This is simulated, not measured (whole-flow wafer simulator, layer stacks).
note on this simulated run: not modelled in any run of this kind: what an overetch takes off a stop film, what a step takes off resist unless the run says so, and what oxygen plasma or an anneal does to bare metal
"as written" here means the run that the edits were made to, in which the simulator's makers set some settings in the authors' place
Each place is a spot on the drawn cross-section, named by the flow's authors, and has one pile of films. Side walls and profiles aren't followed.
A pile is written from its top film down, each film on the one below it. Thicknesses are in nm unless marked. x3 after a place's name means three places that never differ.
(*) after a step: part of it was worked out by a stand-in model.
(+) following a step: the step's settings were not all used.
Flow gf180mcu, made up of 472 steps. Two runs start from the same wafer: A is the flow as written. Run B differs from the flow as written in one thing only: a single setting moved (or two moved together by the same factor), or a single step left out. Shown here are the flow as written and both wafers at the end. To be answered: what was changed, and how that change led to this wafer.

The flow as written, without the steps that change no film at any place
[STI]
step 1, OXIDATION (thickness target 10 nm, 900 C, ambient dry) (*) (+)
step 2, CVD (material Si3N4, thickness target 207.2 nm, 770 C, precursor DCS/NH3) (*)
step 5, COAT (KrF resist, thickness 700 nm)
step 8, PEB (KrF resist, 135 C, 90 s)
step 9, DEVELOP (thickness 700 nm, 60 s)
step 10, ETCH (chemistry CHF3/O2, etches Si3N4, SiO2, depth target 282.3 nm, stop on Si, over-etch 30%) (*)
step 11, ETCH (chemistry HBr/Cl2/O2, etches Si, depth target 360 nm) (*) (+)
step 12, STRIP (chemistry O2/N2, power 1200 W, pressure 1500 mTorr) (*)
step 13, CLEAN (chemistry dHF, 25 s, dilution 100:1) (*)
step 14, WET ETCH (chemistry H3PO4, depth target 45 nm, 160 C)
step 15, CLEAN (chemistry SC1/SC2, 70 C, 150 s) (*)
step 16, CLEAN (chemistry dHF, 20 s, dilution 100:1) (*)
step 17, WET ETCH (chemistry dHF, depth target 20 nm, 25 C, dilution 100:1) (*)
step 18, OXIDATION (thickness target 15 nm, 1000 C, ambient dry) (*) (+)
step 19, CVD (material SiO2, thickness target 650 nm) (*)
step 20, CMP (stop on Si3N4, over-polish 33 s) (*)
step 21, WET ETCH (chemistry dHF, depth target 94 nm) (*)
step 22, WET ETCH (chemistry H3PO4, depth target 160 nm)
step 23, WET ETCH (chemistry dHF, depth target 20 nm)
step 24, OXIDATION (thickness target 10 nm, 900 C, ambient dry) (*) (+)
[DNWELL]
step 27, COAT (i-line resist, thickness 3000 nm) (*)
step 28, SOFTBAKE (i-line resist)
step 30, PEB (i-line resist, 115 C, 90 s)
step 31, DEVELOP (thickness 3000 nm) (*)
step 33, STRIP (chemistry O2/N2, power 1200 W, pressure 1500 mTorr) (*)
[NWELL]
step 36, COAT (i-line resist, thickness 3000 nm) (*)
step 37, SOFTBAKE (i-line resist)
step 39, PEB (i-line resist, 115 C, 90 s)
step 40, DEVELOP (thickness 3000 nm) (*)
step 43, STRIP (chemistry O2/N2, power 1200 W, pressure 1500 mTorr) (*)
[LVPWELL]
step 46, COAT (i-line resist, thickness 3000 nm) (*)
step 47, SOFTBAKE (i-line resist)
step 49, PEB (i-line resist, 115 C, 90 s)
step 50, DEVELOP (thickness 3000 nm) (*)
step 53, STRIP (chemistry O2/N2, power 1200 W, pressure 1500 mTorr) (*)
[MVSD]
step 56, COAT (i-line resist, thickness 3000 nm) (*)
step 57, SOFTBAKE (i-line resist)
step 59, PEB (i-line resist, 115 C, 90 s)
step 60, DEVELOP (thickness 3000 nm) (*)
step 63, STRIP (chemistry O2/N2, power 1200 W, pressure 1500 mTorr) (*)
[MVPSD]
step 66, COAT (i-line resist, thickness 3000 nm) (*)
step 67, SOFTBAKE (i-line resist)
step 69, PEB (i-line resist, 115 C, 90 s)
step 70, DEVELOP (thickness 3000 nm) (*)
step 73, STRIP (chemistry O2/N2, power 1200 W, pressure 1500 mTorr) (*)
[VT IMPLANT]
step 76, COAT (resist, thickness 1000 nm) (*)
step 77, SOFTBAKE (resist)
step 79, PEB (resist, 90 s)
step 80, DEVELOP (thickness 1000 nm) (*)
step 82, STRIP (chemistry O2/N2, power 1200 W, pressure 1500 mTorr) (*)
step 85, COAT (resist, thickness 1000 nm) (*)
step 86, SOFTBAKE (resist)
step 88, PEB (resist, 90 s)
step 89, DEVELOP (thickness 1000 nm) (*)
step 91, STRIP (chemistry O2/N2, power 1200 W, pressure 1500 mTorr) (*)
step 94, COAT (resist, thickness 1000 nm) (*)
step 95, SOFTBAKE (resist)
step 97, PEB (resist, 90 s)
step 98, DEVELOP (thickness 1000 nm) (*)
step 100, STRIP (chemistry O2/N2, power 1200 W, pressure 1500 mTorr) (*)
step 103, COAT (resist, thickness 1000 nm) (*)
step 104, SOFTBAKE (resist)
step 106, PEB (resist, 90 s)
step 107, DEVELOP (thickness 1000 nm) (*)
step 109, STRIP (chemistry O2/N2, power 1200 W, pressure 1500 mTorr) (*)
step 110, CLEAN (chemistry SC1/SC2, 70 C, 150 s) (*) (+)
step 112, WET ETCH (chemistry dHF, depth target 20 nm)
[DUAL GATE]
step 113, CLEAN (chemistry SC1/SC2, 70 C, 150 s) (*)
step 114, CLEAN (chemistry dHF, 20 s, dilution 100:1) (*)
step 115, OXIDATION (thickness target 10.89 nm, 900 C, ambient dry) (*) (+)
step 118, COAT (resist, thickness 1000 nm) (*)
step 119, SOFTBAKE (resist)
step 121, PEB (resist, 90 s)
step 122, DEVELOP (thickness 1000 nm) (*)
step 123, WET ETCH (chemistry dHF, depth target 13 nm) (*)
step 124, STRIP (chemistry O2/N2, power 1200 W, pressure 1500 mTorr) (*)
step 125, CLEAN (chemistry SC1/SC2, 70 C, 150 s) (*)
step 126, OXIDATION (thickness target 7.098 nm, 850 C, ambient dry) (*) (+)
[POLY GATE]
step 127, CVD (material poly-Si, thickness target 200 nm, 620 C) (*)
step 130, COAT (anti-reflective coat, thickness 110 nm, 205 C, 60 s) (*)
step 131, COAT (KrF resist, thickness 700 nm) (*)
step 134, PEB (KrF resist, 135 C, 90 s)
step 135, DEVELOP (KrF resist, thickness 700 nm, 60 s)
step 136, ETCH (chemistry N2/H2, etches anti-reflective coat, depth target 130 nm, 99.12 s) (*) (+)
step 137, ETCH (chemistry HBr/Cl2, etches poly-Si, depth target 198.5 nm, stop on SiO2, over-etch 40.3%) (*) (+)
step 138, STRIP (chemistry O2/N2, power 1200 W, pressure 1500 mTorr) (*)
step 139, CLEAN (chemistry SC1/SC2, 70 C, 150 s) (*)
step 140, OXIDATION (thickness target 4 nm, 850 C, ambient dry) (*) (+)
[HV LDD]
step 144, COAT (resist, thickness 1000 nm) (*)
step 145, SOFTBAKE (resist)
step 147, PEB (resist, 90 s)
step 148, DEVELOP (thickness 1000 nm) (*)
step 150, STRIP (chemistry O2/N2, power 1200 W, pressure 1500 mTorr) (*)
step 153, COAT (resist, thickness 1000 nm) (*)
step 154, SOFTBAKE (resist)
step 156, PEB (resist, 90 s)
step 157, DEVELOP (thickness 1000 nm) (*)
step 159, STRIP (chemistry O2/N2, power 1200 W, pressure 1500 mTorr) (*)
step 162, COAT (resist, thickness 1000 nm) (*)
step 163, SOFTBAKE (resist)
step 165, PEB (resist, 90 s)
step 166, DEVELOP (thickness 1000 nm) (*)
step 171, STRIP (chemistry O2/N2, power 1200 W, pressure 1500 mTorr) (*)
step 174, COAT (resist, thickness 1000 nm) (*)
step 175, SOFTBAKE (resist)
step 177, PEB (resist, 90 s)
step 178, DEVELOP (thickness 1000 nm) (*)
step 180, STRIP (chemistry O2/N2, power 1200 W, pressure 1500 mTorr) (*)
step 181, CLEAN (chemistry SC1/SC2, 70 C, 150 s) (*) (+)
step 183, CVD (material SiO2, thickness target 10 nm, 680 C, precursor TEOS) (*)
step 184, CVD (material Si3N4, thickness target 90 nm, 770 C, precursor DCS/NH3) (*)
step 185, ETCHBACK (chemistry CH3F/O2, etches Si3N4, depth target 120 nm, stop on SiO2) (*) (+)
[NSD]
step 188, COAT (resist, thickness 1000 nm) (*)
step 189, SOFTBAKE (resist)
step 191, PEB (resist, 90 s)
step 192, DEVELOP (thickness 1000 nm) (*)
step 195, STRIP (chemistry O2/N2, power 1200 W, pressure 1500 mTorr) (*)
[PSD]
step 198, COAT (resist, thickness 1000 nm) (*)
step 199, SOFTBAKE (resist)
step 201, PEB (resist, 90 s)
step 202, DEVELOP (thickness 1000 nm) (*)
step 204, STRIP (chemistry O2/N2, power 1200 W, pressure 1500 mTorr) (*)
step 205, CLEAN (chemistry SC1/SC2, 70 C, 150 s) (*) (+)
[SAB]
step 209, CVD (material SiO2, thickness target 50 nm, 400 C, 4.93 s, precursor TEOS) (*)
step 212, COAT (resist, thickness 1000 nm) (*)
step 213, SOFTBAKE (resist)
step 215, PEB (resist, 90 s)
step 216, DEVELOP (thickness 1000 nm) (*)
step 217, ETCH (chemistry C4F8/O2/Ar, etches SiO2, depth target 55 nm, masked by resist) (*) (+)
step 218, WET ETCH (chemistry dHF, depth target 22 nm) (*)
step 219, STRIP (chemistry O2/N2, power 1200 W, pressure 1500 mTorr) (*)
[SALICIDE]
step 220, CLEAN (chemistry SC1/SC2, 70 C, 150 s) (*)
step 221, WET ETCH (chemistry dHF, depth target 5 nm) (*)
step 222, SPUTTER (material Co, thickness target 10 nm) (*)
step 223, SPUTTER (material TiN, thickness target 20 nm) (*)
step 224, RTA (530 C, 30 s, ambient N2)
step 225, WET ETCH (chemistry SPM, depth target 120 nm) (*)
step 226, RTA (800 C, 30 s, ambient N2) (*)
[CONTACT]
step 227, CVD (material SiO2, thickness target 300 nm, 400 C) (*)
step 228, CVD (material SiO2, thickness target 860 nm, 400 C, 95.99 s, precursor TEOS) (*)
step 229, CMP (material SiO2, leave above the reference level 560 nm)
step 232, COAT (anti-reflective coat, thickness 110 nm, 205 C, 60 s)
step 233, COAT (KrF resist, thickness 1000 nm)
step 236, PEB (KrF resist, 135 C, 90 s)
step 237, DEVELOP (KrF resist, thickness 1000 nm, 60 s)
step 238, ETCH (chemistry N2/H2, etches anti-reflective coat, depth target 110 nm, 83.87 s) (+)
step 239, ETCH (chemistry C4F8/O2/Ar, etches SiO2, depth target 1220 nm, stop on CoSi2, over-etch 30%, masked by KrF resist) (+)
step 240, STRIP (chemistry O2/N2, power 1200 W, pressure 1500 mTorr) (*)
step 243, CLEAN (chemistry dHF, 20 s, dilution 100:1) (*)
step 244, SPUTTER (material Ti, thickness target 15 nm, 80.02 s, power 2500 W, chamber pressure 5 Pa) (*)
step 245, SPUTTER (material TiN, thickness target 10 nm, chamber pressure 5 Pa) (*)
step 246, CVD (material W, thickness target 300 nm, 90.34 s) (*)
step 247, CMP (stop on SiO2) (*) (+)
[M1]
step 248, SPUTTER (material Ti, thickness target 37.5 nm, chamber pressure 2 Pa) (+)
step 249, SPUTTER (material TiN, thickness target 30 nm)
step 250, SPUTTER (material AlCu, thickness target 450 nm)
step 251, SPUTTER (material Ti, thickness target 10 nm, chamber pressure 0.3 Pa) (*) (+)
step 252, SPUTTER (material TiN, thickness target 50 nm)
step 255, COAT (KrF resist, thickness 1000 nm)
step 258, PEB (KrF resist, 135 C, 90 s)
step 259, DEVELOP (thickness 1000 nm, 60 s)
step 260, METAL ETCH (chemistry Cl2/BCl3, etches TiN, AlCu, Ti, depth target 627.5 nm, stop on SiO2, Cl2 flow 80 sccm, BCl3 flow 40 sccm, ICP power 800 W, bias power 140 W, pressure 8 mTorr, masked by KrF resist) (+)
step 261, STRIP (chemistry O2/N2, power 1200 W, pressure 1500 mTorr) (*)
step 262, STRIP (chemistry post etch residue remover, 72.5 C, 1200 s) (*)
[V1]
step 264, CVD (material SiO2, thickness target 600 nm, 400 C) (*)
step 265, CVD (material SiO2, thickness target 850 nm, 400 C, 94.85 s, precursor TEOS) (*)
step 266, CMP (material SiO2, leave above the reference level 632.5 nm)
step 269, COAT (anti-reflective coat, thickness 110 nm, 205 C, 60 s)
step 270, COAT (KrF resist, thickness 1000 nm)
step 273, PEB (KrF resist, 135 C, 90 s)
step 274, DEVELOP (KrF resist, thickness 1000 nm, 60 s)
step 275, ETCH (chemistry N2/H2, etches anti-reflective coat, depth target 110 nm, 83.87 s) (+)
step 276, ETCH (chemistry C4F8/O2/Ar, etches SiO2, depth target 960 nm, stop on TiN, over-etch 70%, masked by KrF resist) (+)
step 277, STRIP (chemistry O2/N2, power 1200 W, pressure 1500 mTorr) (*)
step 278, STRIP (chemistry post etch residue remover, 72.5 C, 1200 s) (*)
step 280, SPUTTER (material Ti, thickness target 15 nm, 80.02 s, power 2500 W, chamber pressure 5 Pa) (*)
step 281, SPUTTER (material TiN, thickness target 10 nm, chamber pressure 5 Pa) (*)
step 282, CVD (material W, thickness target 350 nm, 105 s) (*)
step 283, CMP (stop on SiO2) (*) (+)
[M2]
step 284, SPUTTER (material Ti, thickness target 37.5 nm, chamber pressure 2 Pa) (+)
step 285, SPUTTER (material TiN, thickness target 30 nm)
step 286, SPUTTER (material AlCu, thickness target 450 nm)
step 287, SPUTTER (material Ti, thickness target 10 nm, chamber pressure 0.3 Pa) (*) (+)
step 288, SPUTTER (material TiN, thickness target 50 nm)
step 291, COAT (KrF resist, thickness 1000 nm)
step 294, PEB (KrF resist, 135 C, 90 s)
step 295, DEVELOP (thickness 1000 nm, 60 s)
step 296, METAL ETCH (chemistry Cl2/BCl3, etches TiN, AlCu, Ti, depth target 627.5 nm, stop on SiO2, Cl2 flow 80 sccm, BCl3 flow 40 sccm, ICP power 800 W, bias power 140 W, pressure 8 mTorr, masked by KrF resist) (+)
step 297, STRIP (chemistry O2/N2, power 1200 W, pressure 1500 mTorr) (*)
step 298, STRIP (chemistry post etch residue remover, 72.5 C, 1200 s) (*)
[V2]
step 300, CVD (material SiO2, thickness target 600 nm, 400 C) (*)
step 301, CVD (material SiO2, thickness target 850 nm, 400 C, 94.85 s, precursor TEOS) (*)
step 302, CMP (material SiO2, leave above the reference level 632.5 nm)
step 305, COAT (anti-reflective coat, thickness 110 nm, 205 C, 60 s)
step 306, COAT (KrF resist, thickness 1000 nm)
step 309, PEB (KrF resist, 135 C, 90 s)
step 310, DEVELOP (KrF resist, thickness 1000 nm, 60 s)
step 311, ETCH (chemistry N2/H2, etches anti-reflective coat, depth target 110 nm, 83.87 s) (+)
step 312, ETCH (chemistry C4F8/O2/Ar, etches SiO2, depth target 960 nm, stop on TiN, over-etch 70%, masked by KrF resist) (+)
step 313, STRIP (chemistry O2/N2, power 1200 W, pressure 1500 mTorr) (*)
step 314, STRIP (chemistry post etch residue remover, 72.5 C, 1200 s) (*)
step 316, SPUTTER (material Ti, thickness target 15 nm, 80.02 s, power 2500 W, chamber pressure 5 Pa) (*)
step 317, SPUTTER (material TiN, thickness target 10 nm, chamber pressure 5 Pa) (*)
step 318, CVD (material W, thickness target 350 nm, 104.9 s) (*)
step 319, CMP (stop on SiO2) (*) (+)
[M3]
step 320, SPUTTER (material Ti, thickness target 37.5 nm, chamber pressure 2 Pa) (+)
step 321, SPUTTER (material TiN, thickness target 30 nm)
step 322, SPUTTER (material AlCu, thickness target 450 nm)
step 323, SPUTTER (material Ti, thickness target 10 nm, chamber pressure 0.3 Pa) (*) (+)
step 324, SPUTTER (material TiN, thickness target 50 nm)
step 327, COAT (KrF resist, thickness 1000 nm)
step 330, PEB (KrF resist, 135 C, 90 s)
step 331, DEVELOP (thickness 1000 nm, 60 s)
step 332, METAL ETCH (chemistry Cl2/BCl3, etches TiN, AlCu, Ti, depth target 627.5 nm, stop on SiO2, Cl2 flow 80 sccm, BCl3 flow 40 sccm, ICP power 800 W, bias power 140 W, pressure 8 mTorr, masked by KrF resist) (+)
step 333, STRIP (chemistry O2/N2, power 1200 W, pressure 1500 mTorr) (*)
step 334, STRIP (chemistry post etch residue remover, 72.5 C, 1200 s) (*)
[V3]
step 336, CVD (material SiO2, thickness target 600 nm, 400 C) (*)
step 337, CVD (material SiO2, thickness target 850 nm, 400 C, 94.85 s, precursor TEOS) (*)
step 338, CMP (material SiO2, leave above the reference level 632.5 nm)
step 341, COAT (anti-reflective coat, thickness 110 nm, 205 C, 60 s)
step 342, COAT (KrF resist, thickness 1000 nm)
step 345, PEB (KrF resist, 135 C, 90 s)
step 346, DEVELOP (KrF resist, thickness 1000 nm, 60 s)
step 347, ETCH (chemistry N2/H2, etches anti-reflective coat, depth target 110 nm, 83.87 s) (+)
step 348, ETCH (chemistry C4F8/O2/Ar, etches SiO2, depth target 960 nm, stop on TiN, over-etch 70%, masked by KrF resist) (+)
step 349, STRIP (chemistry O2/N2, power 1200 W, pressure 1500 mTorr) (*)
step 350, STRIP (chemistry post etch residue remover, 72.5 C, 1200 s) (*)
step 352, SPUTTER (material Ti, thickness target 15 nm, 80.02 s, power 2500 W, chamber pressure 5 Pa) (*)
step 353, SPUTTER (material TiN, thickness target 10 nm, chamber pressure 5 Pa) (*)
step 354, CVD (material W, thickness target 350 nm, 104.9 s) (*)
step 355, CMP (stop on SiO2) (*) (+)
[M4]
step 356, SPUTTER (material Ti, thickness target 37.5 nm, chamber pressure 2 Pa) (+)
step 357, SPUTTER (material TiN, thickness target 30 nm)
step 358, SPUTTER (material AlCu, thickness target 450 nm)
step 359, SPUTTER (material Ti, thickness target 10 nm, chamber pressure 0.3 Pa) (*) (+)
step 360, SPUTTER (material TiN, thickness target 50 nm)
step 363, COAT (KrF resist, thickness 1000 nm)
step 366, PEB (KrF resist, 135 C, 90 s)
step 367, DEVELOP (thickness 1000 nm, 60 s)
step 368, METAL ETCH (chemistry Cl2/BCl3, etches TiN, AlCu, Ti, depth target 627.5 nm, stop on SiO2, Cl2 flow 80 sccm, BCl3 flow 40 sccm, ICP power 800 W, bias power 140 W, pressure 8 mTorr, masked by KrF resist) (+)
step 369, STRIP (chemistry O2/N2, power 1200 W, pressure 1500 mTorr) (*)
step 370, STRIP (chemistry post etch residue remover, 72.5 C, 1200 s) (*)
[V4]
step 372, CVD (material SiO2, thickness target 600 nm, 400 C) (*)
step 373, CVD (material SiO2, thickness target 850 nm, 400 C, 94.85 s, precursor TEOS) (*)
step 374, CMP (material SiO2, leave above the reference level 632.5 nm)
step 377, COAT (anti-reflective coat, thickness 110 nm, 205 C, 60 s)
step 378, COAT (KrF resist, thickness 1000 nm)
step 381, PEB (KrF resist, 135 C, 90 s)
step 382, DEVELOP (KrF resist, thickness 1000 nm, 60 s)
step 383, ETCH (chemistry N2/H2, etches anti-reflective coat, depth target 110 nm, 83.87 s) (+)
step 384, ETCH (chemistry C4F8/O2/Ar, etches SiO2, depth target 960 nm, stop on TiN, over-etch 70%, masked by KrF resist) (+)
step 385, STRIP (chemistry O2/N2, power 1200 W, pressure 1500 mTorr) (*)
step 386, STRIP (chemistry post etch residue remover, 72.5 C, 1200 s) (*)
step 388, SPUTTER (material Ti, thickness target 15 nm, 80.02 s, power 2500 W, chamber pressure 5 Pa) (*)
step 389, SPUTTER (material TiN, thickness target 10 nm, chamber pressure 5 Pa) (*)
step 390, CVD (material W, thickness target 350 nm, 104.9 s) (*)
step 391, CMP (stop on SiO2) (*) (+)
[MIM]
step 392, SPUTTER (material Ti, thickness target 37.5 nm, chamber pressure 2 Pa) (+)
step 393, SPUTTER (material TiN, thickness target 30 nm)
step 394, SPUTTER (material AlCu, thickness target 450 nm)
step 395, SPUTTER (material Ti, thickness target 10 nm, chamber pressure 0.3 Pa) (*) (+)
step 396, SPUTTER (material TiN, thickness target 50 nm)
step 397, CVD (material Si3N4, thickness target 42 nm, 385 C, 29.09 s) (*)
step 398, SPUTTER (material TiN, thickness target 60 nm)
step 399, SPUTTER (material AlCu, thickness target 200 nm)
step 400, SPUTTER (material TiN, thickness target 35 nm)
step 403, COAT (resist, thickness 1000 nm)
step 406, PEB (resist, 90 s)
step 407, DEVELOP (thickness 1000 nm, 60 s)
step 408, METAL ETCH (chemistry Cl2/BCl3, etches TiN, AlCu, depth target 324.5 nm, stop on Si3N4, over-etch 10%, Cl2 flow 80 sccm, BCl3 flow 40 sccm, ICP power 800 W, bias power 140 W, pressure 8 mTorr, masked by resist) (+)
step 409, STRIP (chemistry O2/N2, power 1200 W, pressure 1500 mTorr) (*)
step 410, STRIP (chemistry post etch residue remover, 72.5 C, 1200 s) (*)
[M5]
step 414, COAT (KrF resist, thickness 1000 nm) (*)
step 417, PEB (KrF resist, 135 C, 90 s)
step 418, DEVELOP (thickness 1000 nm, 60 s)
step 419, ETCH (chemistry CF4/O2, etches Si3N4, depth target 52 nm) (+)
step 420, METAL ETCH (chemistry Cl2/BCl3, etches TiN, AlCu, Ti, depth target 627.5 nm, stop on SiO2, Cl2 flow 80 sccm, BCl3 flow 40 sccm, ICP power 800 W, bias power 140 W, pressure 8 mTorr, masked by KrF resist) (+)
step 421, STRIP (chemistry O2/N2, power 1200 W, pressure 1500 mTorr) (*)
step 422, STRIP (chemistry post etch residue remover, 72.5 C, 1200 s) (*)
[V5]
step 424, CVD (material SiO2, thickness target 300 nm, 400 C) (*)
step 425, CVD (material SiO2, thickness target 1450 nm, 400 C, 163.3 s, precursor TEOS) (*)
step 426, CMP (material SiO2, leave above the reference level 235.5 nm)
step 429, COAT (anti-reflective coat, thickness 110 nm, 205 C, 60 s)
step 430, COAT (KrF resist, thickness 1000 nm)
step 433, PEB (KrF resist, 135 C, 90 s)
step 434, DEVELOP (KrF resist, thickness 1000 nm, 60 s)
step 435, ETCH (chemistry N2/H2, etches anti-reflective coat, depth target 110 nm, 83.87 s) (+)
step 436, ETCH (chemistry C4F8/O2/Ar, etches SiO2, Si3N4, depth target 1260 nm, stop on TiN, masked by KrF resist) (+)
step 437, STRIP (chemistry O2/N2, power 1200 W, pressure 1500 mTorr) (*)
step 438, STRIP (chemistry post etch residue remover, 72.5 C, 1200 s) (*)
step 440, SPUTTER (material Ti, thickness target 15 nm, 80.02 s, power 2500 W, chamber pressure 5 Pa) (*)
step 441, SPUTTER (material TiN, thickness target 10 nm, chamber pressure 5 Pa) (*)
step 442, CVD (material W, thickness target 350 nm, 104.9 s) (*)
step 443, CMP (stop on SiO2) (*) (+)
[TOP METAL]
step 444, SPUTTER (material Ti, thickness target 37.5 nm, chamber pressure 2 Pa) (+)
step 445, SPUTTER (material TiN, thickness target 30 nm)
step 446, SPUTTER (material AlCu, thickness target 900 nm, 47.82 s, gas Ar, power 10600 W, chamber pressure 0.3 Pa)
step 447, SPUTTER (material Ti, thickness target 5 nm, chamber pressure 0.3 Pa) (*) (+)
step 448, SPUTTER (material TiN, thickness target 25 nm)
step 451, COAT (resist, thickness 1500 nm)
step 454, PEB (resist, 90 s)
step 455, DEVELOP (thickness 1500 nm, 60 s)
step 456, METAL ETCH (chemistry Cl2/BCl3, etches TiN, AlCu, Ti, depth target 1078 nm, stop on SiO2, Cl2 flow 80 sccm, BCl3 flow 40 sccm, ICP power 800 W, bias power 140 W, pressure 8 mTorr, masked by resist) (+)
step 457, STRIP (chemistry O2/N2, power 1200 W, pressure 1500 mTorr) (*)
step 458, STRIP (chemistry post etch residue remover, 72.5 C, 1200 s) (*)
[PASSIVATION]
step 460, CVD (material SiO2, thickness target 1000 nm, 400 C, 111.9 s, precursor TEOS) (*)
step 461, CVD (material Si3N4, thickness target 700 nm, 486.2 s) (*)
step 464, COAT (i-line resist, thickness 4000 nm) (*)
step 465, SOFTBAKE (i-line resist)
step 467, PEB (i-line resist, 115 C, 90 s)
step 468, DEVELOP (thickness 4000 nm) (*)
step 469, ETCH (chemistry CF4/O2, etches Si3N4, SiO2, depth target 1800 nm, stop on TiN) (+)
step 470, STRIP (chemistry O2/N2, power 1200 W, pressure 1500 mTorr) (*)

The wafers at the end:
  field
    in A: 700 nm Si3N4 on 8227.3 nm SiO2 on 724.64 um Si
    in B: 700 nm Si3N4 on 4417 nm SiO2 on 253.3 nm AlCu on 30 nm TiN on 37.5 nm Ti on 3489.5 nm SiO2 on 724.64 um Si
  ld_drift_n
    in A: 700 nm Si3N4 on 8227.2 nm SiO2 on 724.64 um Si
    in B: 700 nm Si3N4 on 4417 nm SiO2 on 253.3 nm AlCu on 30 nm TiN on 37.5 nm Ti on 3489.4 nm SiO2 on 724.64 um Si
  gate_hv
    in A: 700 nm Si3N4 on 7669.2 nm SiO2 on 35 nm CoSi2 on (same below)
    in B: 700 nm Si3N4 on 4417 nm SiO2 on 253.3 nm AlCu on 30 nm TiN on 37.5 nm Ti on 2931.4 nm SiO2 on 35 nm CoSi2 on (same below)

The reason: step 332, METAL ETCH: depth target 251 nm was run, whereas the flow has depth target 627.5 nm.

The path from the change to this, step by step:
  step 332, METAL ETCH (chemistry Cl2/BCl3, etches TiN, AlCu, Ti, depth target 627.5 nm, stop on SiO2, Cl2 flow 80 sccm, BCl3 flow 40 sccm, ICP power 800 W, bias power 140 W, pressure 8 mTorr, masked by KrF resist) (+)
      field, field__w1, field__w2 and 103 more: A -50 TiN (all of it), -10 Ti (all of it), -450 AlCu (all of it), -30 TiN (all of it), -37.5 Ti (all of it) | B -50 TiN (all of it), -10 Ti (all of it), -191 AlCu
      field__w8, contact, m1, m1__w1, m1_nw: A -251 KrF resist | B -100.4 KrF resist
  step 333, STRIP (chemistry O2/N2, power 1200 W, pressure 1500 mTorr) (*)
      field__w8, contact, m1, m1__w1, m1_nw: A -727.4 KrF resist (all of it) | B -878 KrF resist (all of it)
  step 334, STRIP (chemistry post etch residue remover, 72.5 C, 1200 s) (*)
      field, field__w1, field__w2 and 103 more: A nothing | B -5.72 AlCu
  step 336, CVD (material SiO2, thickness target 600 nm, 400 C) (*)
      field, field__w1, field__w2 and 103 more: A +600 SiO2 | B +600 SiO2 (new film)
  step 338, CMP (material SiO2, leave above the reference level 632.5 nm)
      field, field__w1, field__w2 and 103 more: A -300 SiO2 | B -620.8 SiO2
Taking metal films that touch as one body, field has 1 body; the flow as written gives 0 bodies.
Taking metal films that touch as one body, ld_drift_n has 1 body; the flow as written gives 0 bodies.
Taking metal films that touch as one body, gate_hv has 2 bodies (between them, from the top down: SiO2 2931.4); the flow as written gives 1 body.
